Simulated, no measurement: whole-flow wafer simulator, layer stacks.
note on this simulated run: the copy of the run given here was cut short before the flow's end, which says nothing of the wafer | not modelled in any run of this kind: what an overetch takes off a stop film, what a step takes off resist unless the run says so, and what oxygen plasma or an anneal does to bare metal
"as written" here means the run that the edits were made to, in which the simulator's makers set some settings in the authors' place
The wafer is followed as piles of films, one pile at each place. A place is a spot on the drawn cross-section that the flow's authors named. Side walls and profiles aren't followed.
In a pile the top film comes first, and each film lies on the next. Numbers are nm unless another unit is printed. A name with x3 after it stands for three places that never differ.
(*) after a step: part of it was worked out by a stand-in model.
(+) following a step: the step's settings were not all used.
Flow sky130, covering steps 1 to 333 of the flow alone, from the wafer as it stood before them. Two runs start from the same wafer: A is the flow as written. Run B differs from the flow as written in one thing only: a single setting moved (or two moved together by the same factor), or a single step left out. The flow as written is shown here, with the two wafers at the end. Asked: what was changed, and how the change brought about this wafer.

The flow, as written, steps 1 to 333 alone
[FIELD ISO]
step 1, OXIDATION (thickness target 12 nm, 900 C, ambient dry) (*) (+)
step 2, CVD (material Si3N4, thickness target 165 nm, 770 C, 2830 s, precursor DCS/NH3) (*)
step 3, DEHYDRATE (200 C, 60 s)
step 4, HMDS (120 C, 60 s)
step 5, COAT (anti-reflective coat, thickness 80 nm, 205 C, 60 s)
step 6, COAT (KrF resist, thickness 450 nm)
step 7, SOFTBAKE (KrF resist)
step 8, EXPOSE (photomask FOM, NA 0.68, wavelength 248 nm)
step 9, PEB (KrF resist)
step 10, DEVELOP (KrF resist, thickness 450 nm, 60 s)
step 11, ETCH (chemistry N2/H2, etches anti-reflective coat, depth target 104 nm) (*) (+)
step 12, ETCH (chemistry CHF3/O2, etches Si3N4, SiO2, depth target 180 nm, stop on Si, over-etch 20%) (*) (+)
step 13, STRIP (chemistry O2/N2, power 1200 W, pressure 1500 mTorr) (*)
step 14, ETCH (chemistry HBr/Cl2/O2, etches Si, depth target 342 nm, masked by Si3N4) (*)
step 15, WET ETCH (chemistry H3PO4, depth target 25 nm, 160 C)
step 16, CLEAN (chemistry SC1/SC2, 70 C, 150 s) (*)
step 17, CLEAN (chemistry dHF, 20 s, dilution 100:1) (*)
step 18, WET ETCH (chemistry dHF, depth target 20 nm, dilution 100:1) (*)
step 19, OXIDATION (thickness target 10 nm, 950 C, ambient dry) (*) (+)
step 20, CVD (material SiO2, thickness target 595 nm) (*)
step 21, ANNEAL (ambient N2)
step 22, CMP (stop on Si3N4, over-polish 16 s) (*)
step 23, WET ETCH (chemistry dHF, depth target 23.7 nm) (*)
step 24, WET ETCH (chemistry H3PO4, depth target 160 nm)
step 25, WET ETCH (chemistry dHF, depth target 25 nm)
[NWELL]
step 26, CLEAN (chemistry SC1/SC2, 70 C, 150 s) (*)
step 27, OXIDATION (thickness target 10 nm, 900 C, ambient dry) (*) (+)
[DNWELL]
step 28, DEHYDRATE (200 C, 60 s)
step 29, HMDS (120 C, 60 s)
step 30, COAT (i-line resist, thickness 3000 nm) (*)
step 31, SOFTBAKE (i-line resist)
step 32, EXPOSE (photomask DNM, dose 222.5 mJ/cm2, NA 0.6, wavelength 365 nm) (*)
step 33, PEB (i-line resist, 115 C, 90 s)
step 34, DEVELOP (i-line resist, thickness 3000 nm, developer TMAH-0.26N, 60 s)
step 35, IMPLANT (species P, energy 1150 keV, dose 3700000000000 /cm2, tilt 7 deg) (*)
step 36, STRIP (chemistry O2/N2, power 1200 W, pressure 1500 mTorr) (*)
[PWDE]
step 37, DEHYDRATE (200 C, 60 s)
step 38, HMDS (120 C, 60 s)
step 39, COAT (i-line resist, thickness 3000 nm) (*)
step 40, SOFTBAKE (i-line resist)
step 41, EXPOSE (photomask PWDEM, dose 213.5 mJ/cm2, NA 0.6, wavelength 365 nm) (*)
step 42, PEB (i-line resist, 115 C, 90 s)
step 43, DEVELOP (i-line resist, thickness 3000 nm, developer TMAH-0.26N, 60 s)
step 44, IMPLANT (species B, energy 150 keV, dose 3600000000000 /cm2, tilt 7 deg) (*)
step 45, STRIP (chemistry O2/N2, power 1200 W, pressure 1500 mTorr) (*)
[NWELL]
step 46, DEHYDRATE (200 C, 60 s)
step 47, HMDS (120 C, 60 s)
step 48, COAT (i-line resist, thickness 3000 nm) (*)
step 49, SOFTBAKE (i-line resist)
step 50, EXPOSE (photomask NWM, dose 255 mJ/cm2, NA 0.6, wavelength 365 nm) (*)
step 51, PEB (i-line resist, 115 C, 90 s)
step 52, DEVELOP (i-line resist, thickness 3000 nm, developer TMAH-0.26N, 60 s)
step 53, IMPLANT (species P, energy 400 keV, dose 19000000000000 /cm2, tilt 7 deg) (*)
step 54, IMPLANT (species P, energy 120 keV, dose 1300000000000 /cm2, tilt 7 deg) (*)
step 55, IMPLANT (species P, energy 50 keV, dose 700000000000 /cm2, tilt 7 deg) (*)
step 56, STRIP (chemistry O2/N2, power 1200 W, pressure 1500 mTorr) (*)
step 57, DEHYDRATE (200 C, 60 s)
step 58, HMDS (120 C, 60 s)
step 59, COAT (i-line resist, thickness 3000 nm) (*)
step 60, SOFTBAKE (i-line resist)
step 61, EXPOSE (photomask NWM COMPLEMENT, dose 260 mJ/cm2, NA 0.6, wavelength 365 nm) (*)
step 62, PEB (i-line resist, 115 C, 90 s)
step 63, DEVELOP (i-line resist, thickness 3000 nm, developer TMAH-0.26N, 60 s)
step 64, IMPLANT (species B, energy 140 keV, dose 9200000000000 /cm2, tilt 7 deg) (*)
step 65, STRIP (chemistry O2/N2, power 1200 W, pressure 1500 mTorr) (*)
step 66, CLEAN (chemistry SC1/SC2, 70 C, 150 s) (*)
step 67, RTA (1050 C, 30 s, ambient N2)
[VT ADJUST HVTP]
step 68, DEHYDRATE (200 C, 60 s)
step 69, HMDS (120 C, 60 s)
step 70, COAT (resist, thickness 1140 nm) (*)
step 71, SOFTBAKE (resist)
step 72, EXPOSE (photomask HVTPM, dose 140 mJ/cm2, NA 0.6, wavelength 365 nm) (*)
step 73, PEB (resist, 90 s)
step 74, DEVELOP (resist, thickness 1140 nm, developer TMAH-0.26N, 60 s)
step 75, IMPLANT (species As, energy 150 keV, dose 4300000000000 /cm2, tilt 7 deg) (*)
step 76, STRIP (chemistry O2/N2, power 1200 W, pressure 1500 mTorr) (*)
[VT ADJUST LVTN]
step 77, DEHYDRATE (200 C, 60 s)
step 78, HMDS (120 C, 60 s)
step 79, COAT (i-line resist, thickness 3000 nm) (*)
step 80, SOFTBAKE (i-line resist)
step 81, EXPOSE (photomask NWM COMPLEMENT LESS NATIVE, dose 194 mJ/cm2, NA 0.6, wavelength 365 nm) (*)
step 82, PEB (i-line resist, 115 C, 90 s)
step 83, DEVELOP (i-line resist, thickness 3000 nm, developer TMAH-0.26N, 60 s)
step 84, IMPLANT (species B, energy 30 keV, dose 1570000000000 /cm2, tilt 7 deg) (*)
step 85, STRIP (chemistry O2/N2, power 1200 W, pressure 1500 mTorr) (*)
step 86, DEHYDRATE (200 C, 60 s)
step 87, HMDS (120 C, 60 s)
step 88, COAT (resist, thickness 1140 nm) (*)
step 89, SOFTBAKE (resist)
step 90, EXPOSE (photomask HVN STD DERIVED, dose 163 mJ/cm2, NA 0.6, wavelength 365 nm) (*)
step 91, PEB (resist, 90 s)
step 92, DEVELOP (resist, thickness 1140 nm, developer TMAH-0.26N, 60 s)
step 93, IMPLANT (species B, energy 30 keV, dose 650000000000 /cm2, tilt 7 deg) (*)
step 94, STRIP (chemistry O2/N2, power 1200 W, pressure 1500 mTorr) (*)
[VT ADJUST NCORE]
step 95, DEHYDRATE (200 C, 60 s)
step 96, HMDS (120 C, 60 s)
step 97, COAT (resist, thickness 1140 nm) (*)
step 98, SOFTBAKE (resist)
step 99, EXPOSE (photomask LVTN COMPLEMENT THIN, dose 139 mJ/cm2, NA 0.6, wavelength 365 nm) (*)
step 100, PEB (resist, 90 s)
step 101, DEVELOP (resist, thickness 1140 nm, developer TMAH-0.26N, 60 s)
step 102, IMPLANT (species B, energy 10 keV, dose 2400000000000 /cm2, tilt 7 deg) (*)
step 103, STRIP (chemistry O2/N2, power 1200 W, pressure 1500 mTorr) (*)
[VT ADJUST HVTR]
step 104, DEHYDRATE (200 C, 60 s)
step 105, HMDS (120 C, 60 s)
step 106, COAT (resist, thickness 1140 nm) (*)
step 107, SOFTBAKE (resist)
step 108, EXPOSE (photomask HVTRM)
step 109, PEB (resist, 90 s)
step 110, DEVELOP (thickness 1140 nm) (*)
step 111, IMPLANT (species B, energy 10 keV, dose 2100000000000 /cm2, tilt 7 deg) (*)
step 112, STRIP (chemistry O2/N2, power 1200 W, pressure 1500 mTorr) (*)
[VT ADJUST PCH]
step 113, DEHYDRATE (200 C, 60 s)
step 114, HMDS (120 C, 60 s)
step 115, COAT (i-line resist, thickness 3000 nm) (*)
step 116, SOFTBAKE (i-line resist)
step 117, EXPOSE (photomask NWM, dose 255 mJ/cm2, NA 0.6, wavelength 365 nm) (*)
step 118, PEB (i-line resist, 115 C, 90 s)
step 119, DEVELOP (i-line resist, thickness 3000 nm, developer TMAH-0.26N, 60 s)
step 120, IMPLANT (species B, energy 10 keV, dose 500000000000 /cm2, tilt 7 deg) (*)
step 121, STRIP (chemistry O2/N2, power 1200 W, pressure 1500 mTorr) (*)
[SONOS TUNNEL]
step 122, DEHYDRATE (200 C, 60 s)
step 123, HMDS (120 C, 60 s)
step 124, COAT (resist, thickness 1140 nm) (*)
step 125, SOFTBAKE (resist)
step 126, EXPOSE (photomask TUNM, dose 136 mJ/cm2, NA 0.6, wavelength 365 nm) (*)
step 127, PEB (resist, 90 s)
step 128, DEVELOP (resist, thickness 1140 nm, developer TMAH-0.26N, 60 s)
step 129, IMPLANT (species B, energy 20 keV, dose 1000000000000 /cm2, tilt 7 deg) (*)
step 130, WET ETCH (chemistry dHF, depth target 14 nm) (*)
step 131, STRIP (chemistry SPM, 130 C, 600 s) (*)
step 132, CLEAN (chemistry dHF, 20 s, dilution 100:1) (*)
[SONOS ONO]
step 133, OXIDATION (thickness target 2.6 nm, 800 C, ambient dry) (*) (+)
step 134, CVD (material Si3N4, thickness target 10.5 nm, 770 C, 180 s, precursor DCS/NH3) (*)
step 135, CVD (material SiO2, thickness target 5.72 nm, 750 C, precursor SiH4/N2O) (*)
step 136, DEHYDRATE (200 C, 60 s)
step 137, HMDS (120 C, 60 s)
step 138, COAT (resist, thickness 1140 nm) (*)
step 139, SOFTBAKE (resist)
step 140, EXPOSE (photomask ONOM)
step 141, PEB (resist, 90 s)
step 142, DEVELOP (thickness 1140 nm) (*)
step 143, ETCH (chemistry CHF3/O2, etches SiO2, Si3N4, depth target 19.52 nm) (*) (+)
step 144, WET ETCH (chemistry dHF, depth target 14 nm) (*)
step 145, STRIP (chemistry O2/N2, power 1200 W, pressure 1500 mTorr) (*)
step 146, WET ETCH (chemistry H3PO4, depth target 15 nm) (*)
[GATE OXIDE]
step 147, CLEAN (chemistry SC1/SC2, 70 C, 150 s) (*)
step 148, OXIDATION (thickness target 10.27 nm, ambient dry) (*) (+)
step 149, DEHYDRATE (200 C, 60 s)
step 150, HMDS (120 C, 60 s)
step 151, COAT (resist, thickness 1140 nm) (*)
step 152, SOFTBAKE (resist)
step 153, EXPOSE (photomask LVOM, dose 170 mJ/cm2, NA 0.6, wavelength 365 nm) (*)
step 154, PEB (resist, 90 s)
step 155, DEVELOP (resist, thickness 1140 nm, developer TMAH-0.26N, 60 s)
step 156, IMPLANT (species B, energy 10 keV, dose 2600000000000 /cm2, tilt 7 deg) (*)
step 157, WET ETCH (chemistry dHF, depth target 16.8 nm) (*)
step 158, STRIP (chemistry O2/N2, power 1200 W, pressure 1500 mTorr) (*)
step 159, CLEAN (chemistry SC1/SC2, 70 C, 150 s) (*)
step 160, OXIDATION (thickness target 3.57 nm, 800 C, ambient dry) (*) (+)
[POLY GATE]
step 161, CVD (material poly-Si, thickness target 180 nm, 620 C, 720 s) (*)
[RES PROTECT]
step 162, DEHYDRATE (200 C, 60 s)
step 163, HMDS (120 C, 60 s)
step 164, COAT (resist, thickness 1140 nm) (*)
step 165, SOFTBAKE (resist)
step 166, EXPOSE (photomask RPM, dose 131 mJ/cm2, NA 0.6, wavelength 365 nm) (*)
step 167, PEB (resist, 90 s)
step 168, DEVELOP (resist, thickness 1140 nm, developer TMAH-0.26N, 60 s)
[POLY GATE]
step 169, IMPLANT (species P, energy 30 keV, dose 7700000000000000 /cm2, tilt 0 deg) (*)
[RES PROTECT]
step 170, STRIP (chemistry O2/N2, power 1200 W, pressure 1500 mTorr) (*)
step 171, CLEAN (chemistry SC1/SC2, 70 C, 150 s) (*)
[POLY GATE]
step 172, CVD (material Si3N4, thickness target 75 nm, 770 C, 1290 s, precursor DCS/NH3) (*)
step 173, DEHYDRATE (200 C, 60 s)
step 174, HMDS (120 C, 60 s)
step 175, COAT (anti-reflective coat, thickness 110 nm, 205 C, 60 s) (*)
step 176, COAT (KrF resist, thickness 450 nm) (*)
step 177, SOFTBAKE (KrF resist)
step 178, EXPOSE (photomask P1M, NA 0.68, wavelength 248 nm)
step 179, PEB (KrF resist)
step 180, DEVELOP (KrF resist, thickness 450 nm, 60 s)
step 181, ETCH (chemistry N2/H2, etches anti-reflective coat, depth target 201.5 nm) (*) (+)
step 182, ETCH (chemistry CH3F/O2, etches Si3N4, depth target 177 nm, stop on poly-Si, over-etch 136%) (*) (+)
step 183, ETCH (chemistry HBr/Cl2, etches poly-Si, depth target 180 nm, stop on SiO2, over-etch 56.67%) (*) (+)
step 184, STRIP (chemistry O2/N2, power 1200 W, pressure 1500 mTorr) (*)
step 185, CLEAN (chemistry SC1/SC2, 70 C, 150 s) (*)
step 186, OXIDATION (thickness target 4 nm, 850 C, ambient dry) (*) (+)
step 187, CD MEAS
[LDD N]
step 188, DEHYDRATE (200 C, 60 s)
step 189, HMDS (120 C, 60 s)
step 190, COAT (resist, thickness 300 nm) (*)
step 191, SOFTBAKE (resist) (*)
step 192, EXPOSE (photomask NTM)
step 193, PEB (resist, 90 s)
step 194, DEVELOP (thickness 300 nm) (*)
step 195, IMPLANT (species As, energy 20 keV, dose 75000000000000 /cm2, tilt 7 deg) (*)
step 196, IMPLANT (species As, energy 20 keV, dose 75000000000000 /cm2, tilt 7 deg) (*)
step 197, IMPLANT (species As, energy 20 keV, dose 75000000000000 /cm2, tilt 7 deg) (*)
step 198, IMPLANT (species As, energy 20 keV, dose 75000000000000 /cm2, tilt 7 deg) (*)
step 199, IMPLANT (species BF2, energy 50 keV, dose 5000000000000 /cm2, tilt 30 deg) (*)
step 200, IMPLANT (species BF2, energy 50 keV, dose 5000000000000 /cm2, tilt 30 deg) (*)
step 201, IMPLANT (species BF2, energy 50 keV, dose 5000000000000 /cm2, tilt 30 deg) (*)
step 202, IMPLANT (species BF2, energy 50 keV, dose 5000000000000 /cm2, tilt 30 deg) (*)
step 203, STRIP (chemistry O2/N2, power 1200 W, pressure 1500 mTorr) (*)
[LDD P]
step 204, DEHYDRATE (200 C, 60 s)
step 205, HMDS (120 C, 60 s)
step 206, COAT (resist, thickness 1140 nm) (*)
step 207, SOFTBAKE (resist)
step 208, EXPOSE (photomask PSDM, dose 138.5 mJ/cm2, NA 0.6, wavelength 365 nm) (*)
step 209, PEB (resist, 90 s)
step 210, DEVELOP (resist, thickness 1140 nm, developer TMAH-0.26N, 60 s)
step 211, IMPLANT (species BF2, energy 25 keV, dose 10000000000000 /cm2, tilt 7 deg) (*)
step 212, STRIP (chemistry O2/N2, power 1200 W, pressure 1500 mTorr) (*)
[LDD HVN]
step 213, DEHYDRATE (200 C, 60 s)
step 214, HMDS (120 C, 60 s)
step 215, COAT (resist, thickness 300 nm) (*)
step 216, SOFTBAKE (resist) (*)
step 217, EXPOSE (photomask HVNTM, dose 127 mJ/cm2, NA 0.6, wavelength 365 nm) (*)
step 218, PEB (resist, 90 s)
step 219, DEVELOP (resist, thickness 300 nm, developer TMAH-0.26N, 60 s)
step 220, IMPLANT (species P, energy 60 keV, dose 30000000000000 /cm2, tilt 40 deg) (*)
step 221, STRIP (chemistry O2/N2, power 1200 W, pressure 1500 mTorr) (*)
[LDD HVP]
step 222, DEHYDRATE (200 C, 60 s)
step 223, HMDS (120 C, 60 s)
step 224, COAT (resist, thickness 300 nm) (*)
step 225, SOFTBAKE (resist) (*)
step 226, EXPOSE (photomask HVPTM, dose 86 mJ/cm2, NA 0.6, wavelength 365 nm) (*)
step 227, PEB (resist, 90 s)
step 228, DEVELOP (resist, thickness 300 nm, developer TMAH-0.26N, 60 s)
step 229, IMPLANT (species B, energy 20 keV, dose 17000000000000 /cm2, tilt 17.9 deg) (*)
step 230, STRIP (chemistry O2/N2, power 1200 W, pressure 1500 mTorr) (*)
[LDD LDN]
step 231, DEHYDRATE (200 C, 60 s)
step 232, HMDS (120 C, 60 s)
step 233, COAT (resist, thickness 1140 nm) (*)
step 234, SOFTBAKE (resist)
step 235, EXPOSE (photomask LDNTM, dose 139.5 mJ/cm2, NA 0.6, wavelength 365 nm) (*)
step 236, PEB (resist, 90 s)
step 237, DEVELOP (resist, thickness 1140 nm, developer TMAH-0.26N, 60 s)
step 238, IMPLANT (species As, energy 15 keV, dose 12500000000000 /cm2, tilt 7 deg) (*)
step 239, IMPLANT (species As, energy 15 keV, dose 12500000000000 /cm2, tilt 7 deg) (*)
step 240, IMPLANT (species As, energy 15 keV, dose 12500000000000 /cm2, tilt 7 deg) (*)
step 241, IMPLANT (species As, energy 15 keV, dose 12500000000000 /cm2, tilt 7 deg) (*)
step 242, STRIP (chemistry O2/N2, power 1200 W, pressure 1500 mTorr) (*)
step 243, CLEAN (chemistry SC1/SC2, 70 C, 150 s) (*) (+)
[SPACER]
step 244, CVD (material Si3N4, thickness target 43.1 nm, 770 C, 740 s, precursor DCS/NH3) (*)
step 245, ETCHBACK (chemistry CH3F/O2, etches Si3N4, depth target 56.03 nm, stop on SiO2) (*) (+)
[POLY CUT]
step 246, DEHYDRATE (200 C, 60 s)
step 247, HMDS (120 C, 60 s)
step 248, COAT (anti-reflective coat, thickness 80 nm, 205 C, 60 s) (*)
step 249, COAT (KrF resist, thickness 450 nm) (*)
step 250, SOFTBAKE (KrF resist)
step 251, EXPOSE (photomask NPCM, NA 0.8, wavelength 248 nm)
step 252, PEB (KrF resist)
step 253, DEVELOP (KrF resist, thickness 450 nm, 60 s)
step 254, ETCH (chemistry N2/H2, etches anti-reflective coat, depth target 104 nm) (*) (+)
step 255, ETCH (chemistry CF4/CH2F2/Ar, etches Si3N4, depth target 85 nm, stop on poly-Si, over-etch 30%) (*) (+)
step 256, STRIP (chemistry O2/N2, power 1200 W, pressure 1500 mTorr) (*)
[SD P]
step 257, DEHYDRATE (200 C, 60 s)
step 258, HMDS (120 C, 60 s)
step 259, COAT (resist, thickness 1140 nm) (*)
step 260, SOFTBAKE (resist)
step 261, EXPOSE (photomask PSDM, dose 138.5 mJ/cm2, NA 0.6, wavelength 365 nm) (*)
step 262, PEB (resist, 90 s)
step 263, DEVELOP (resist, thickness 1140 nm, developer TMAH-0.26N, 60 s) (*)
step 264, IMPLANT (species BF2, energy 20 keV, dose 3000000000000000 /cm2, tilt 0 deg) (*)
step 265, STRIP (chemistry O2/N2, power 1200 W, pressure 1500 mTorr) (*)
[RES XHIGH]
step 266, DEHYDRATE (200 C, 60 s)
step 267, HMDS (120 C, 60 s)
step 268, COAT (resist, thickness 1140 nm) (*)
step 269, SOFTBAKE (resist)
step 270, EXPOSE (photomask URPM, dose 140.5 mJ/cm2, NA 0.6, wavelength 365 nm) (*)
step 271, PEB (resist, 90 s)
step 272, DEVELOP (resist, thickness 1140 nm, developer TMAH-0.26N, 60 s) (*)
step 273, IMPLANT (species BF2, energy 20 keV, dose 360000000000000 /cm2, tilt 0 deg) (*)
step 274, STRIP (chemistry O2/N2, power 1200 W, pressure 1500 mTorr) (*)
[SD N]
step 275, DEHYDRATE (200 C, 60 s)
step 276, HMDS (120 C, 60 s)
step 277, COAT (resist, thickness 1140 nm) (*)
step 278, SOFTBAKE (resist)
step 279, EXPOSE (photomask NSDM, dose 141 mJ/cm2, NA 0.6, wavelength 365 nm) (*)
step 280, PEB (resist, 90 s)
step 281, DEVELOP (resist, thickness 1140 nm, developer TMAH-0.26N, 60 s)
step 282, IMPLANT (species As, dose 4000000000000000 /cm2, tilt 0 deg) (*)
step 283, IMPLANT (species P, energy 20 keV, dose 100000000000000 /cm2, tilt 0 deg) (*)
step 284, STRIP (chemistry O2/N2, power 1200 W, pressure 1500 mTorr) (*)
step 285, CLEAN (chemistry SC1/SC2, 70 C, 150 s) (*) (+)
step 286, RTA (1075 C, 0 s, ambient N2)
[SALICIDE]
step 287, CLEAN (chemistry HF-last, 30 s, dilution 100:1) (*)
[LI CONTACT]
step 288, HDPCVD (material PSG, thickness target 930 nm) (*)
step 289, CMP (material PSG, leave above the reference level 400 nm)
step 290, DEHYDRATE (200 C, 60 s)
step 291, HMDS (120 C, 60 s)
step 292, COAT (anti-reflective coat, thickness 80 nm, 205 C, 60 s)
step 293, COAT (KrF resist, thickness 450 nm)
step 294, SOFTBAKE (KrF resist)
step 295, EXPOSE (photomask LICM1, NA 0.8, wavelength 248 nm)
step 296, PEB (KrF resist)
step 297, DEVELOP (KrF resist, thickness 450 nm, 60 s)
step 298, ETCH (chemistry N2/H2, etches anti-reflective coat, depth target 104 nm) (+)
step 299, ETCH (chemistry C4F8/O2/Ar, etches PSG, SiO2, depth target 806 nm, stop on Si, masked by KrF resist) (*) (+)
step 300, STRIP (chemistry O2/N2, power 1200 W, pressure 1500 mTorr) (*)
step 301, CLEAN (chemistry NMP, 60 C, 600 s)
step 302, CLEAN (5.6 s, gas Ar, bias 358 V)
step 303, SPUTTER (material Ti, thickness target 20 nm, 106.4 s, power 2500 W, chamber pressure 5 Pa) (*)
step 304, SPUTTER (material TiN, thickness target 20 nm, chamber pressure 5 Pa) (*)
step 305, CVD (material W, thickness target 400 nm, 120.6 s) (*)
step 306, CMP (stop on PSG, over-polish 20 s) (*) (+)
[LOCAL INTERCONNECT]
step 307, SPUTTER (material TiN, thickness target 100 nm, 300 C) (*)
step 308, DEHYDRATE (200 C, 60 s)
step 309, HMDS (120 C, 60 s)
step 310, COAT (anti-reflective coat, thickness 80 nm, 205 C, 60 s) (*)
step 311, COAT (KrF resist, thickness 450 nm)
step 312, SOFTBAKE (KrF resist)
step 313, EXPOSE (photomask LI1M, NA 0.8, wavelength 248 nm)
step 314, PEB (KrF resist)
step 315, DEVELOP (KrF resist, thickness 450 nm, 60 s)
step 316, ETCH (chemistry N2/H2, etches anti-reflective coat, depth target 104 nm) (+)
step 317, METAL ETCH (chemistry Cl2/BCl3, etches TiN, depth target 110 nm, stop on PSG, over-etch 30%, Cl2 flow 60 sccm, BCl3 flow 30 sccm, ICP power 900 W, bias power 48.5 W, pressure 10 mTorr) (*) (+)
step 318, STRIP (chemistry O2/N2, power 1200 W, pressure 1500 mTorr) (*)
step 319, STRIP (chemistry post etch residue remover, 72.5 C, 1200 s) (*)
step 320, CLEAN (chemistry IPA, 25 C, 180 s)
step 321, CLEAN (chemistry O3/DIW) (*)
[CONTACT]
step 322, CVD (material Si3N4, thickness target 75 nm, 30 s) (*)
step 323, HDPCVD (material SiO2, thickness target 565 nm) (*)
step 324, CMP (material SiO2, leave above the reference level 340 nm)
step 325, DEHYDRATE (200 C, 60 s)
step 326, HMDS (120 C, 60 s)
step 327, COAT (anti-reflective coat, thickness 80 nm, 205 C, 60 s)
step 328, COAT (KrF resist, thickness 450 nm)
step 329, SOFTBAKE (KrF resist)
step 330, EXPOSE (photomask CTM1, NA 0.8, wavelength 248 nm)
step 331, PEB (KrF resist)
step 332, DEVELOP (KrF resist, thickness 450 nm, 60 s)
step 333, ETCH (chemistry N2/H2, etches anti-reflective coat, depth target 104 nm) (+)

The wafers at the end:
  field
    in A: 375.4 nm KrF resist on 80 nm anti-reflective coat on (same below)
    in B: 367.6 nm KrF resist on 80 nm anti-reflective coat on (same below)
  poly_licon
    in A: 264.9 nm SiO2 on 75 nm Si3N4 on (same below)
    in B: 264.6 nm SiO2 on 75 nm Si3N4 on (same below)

Cause: step 333, ETCH: depth target 118 nm was run, whereas the flow has depth target 104 nm.

The path from the change to this, step by step:
  step 333, ETCH (chemistry N2/H2, etches anti-reflective coat, depth target 104 nm) (+)
      field, active, n_well and 184 more: A -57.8 KrF resist | B -65.6 KrF resist
